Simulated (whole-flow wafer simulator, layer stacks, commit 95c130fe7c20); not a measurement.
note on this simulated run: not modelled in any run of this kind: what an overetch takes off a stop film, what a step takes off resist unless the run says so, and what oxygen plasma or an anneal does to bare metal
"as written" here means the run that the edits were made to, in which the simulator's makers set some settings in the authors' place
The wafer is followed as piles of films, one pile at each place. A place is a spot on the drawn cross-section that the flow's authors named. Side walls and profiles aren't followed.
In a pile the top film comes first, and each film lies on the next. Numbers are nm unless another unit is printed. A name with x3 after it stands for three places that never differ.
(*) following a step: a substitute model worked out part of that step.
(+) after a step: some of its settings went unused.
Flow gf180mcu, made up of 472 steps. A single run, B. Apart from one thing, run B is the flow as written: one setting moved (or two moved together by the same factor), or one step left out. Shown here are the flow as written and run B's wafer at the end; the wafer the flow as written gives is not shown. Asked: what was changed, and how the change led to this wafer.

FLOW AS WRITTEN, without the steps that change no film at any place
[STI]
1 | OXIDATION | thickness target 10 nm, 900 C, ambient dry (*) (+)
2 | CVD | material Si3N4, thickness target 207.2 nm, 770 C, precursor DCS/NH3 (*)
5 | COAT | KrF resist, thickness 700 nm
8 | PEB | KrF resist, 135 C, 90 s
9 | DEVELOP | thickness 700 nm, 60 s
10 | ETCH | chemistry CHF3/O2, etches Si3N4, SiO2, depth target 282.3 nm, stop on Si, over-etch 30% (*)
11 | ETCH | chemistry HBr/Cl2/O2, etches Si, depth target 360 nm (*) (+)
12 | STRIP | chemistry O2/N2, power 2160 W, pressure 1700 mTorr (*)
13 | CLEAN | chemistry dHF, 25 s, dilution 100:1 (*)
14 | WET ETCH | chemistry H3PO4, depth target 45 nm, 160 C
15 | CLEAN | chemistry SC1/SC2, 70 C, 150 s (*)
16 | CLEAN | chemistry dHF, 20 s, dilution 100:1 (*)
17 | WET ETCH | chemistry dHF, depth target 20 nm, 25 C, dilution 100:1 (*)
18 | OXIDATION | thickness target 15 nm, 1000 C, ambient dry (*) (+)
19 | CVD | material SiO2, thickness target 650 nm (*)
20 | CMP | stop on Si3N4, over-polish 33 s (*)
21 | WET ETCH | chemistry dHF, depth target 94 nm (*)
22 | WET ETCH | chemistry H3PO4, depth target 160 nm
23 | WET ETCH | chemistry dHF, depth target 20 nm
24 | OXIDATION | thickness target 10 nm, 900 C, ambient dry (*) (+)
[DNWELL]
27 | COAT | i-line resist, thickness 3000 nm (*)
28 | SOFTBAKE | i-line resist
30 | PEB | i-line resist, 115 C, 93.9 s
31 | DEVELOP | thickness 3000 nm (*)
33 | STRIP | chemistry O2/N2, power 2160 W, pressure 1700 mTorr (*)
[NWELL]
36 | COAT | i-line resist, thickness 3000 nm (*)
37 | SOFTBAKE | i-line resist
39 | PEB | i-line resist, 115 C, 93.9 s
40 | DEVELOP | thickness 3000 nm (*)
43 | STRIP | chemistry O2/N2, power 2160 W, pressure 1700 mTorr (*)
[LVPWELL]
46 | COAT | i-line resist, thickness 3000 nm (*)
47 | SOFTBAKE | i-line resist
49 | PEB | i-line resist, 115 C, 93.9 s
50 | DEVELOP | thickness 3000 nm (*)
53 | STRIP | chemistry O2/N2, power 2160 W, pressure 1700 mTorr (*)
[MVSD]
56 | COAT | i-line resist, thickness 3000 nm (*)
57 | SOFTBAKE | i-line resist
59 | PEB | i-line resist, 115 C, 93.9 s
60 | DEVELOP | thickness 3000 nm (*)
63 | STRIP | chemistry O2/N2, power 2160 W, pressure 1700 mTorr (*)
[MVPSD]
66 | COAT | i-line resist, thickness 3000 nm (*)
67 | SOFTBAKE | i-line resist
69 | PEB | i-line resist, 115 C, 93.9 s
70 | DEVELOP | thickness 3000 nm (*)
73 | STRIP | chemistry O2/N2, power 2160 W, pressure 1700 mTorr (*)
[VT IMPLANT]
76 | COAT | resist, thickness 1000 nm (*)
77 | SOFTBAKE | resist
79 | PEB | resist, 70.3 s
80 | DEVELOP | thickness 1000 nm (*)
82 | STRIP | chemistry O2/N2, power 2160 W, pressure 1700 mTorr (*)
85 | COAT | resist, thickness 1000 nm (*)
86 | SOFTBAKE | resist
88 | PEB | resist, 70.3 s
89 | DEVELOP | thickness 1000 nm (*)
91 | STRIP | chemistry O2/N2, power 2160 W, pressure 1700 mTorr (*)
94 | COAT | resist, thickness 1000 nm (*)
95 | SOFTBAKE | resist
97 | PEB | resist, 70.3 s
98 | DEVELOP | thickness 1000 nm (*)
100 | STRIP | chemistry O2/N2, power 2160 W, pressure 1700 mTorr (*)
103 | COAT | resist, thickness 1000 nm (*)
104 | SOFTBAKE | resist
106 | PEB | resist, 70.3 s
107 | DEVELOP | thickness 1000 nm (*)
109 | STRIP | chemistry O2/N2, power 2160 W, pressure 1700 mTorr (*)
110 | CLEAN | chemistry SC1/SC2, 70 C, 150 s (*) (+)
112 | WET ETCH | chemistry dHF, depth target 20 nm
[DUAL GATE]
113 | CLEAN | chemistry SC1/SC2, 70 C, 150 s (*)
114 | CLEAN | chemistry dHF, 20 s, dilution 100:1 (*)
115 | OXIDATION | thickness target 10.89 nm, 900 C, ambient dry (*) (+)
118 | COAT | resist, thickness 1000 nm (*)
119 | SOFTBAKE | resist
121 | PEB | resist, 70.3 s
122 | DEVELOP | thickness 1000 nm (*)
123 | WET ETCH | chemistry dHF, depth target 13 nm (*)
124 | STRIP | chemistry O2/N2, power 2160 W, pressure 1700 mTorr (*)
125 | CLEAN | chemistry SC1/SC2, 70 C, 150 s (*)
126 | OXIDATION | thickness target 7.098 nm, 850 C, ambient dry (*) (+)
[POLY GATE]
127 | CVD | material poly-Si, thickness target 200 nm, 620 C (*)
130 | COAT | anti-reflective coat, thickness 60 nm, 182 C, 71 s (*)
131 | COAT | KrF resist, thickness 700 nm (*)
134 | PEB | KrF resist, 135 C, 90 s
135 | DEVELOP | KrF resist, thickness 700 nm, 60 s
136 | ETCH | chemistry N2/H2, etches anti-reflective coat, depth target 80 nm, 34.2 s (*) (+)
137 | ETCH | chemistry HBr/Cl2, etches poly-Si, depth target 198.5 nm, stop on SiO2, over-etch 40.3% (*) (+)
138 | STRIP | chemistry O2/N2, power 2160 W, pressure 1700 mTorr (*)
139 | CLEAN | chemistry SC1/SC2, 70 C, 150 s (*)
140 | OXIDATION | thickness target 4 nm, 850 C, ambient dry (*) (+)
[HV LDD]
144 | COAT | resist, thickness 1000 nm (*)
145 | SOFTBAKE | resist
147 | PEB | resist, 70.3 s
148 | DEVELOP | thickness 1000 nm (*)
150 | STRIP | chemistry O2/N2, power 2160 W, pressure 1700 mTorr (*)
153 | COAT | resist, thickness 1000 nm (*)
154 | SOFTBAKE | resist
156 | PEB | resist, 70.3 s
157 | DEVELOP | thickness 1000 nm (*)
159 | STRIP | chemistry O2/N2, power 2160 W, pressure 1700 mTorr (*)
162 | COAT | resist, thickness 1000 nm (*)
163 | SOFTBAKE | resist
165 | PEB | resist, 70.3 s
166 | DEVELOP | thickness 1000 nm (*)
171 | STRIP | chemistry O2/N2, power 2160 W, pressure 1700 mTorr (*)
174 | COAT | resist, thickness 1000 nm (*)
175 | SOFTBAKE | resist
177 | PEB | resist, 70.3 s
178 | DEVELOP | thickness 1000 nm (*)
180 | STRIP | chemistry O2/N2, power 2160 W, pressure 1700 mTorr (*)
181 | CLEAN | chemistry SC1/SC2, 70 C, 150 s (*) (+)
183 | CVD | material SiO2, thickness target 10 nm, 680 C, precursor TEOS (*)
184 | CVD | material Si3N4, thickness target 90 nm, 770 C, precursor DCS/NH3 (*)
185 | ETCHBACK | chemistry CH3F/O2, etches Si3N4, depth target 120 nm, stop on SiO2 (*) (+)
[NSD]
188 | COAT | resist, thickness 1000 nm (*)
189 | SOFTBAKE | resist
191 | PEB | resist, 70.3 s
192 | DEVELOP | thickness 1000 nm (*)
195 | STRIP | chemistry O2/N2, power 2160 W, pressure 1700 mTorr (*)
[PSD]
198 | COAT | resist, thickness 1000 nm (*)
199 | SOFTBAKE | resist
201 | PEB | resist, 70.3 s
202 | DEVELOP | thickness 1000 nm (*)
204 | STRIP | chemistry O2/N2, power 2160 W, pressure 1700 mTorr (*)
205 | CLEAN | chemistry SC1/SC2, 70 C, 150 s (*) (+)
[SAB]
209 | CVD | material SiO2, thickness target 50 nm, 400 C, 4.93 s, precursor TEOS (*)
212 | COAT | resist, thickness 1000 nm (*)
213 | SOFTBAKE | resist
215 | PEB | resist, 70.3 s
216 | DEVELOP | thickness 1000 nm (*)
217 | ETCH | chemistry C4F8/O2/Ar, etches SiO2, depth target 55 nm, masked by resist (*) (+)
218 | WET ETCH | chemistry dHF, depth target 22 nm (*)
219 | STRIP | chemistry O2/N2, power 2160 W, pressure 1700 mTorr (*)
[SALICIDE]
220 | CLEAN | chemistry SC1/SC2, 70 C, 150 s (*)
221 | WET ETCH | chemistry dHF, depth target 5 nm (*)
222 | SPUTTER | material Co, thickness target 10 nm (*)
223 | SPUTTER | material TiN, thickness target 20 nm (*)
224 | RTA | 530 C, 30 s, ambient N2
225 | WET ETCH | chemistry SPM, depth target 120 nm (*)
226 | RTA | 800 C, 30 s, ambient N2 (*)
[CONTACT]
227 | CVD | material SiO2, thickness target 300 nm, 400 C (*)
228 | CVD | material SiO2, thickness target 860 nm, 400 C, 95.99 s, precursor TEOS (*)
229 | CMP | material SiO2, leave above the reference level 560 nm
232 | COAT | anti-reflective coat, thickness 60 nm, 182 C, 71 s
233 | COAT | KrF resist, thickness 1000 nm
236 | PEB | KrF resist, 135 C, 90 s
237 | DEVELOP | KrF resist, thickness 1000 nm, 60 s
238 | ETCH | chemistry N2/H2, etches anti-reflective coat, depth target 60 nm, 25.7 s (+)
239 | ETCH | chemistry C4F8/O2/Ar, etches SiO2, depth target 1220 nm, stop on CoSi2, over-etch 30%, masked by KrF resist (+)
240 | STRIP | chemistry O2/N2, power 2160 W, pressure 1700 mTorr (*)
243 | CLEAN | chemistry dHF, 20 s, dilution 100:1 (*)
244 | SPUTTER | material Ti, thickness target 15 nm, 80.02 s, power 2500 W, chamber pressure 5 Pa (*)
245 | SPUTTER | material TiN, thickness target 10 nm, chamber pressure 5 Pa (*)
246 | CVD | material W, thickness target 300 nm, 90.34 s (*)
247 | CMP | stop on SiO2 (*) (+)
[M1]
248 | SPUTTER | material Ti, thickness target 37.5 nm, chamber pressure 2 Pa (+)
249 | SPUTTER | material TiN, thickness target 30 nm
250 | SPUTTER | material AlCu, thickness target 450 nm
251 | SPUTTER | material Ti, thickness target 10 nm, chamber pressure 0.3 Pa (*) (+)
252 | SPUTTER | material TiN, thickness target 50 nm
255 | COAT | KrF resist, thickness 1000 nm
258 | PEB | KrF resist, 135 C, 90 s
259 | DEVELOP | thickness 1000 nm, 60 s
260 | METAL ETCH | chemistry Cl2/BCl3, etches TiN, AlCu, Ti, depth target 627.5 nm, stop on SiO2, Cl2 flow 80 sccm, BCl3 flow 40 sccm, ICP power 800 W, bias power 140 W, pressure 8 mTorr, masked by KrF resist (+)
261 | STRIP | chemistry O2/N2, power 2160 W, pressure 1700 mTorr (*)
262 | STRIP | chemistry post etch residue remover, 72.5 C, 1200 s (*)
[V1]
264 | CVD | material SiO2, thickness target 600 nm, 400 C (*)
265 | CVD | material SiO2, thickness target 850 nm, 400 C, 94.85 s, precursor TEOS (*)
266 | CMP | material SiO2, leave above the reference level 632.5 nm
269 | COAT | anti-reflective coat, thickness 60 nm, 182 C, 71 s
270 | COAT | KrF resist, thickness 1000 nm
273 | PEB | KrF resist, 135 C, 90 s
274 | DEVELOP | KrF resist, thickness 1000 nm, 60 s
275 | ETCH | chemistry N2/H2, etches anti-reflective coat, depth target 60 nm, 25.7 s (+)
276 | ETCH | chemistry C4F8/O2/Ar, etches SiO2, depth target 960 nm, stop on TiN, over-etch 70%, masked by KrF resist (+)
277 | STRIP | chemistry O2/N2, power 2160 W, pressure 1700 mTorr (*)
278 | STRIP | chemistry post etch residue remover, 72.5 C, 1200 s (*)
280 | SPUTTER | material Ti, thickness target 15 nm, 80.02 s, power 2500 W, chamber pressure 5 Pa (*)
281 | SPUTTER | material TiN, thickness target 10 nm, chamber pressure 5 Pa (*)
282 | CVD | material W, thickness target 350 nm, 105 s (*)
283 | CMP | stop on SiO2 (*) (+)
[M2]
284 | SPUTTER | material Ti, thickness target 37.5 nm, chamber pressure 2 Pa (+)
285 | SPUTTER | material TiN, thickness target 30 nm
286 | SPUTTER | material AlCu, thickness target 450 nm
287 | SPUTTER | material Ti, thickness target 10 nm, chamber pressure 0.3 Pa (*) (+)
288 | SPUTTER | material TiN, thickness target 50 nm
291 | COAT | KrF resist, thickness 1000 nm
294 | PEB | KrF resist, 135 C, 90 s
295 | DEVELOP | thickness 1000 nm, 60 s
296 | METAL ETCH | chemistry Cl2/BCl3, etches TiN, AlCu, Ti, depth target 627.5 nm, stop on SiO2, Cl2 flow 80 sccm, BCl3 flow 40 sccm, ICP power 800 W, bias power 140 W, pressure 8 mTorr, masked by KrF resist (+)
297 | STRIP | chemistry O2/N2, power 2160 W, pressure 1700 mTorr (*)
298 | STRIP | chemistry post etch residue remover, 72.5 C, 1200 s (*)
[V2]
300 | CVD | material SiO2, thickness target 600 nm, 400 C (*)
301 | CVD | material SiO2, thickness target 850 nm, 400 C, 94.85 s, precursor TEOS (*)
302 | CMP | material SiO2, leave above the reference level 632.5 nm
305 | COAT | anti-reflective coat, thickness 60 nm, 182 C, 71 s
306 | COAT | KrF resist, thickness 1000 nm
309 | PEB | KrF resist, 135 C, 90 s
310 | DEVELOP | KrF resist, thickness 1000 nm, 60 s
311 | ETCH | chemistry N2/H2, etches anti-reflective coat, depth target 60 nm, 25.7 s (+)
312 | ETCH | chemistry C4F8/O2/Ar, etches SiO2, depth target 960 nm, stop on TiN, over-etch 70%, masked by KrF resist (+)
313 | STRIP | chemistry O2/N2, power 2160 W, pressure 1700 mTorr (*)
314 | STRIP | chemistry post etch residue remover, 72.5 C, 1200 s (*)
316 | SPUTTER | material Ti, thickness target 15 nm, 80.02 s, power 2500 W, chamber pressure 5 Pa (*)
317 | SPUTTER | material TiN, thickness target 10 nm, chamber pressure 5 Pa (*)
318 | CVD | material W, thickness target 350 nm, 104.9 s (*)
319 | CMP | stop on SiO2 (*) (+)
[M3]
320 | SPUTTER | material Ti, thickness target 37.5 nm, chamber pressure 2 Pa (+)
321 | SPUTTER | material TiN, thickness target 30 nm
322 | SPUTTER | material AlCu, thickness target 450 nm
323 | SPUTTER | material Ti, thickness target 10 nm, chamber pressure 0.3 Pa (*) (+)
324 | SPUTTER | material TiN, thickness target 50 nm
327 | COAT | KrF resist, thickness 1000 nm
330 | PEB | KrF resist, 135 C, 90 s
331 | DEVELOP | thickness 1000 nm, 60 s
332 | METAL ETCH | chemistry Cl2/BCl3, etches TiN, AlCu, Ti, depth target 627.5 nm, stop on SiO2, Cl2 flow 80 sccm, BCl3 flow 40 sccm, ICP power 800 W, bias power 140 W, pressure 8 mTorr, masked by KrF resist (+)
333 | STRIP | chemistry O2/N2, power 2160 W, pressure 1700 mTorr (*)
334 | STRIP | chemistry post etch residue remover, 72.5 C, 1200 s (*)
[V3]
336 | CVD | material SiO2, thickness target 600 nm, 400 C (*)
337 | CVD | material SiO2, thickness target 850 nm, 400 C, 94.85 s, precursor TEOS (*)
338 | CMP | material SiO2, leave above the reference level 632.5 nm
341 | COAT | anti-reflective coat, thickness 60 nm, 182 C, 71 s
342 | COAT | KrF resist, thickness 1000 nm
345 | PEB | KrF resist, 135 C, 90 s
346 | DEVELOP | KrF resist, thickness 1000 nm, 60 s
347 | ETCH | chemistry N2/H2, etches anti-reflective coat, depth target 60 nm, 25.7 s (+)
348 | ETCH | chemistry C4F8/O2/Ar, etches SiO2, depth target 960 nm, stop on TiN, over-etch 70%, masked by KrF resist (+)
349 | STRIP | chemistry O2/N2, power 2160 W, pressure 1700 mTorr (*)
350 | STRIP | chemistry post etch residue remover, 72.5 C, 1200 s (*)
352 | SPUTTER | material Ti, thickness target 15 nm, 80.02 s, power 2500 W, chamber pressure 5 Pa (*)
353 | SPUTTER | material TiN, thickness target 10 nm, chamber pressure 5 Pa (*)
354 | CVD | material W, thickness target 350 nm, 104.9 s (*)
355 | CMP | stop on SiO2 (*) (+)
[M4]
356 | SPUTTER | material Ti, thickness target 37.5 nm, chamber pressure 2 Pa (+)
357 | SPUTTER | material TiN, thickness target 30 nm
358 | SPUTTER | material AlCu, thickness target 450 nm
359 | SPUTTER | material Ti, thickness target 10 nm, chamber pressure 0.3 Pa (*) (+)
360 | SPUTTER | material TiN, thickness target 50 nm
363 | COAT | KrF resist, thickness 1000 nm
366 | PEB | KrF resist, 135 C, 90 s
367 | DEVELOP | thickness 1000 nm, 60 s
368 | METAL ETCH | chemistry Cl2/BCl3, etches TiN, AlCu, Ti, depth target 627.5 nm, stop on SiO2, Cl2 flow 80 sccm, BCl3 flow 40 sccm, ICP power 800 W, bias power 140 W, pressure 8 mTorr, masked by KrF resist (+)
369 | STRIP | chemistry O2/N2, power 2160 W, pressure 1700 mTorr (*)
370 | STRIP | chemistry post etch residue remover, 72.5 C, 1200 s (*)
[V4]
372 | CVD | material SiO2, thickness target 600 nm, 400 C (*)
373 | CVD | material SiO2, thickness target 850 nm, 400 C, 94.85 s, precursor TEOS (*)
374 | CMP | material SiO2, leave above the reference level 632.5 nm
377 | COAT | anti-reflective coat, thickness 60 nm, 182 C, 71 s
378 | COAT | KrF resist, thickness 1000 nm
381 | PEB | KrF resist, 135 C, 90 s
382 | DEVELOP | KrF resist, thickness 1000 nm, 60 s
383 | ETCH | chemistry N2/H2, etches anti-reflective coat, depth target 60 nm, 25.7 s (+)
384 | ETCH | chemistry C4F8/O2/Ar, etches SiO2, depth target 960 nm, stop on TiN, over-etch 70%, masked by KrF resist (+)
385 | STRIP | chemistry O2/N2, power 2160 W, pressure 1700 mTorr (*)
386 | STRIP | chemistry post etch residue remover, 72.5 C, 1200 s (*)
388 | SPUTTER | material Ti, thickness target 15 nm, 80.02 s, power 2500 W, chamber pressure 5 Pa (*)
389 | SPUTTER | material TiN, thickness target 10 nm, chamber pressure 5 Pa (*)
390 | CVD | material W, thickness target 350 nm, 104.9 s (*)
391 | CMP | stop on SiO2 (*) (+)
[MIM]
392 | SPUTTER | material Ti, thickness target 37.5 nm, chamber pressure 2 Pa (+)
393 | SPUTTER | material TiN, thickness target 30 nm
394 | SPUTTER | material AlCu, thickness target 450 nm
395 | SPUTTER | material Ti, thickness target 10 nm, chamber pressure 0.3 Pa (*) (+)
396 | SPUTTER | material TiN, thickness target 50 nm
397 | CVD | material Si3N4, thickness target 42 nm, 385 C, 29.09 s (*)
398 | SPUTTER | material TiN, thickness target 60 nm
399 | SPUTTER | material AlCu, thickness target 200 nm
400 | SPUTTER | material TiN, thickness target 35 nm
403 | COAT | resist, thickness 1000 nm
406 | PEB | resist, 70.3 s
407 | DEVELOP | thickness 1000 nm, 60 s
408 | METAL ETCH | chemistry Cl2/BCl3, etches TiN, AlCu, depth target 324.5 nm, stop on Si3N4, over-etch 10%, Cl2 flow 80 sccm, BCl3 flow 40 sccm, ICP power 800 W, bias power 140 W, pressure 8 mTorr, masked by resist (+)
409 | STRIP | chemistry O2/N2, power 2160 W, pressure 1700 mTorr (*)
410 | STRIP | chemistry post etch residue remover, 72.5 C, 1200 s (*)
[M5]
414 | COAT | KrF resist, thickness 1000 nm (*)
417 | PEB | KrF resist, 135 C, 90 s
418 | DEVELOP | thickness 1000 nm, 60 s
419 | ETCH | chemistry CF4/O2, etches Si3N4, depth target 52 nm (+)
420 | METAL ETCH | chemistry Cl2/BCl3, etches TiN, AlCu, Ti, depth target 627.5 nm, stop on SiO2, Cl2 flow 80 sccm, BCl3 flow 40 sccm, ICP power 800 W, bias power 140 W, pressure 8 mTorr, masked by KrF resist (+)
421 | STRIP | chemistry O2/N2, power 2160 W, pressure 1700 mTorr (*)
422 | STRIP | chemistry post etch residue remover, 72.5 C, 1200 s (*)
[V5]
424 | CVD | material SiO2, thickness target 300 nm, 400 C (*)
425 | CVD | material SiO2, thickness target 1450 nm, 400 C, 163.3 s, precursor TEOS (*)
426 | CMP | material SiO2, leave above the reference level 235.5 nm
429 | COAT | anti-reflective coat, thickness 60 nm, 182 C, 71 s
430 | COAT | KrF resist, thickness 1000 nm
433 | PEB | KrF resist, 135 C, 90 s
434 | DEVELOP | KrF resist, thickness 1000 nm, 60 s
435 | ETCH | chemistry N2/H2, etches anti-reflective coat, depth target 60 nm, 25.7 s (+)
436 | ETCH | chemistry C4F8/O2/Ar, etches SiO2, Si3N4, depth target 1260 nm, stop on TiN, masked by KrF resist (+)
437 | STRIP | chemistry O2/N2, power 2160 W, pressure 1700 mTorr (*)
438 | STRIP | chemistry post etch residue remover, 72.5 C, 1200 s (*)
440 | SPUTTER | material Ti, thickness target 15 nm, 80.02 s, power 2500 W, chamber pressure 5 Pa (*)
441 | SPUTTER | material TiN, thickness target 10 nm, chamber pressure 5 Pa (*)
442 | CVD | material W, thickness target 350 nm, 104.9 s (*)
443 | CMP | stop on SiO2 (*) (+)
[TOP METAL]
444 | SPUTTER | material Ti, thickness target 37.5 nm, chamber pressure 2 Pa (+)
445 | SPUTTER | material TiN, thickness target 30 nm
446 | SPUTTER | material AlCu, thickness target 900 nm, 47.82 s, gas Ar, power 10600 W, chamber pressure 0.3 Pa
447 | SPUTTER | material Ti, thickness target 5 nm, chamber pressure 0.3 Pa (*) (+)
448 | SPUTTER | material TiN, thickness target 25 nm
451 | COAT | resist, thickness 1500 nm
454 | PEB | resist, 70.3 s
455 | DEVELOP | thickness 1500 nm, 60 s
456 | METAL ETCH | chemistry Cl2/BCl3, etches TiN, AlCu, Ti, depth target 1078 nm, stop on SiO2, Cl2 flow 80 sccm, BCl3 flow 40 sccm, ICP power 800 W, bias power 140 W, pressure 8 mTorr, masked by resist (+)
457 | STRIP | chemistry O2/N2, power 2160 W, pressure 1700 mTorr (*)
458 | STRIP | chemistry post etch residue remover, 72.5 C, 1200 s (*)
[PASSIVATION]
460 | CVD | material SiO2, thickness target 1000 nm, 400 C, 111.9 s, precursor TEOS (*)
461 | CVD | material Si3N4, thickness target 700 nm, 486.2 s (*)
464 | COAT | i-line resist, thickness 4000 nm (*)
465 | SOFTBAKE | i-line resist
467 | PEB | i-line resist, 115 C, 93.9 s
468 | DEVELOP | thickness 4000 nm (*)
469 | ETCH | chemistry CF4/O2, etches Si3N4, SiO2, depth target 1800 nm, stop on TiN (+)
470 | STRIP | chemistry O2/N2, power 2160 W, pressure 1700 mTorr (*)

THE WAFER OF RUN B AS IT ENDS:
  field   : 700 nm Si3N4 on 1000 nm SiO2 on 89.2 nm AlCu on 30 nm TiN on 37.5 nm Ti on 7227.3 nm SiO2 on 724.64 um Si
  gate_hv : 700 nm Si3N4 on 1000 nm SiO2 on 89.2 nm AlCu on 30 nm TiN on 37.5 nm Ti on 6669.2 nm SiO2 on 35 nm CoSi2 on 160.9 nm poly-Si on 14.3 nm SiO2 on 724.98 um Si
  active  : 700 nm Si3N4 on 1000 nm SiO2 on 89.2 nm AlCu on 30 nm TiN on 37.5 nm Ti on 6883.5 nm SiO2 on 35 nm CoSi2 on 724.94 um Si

The reason: step 456, METAL ETCH: depth target 835.1 nm was run, though the flow has depth target 1078 nm.

Step by step, how the change led to this:
  456 | METAL ETCH | chemistry Cl2/BCl3, etches TiN, AlCu, Ti, depth target 1078 nm, stop on SiO2, Cl2 flow 80 sccm, BCl3 flow 40 sccm, ICP power 800 W, bias power 140 W, pressure 8 mTorr, masked by resist (+)
      field, field__w1, field__w2 and 103 more: -25 TiN (all of it), -5 Ti (all of it), -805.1 AlCu (as written it would have been: -25 TiN (all of it), -5 Ti (all of it), -900 AlCu (all of it), -30 TiN (all of it), -37.5 Ti (all of it))
      field__w8, contact, m1, m1__w1, pad, m1_nw: -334 resist (as written it would have been: -431 resist)
  457 | STRIP | chemistry O2/N2, power 2160 W, pressure 1700 mTorr (*)
      field__w8, contact, m1, m1__w1, pad, m1_nw: -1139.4 resist (all of it) (as written it would have been: -1042.5 resist (all of it))
  458 | STRIP | chemistry post etch residue remover, 72.5 C, 1200 s (*)
      field, field__w1, field__w2 and 103 more: -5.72 AlCu (as written it would have been: nothing)
  460 | CVD | material SiO2, thickness target 1000 nm, 400 C, 111.9 s, precursor TEOS (*)
      field, field__w1, field__w2 and 103 more: +1000 SiO2 (new film) (as written it would have been: +1000 SiO2)
  464 | COAT | i-line resist, thickness 4000 nm (*)
      field__w8: +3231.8 i-line resist (new film) (as written it would have been: +3093.1 i-line resist (new film))
      contact: +3277.5 i-line resist (new film) (as written it would have been: +3153.6 i-line resist (new film))
      (as well as at 4 more places)
  465 | SOFTBAKE | i-line resist
      field__w11, field__w13: +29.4 i-line resist (as written it would have been: +37.6 i-line resist)
      ld_acc_p, ld_fp_p: +26.4 i-line resist (as written it would have been: +33.8 i-line resist)
      (as well as at 65 more places)
  467 | PEB | i-line resist, 115 C, 93.9 s
      field__w8, m1__w1: -52 i-line resist (as written it would have been: -49.2 i-line resist)
      contact: -52.3 i-line resist (as written it would have been: -49.6 i-line resist)
      (as well as at 3 more places)
  468 | DEVELOP | thickness 4000 nm (*)
      pad: -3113 i-line resist (all of it) (as written it would have been: -2960.4 i-line resist (all of it))
  470 | STRIP | chemistry O2/N2, power 2160 W, pressure 1700 mTorr (*)
      field__w8, m1__w1: -1926.1 i-line resist (all of it) (as written it would have been: -1775.9 i-line resist (all of it))
      contact: -1943.1 i-line resist (all of it) (as written it would have been: -1798.3 i-line resist (all of it))
      (as well as at 2 more places)
Taking metal films that touch as one body, field has 1 body; the flow as written gives 0 bodies.
Taking metal films that touch as one body, gate_hv has 2 bodies (between them, from the top down: SiO2 6669.2); the flow as written gives 1 body.
Taking metal films that touch as one body, active has 2 bodies (between them, from the top down: SiO2 6883.5); the flow as written gives 1 body.
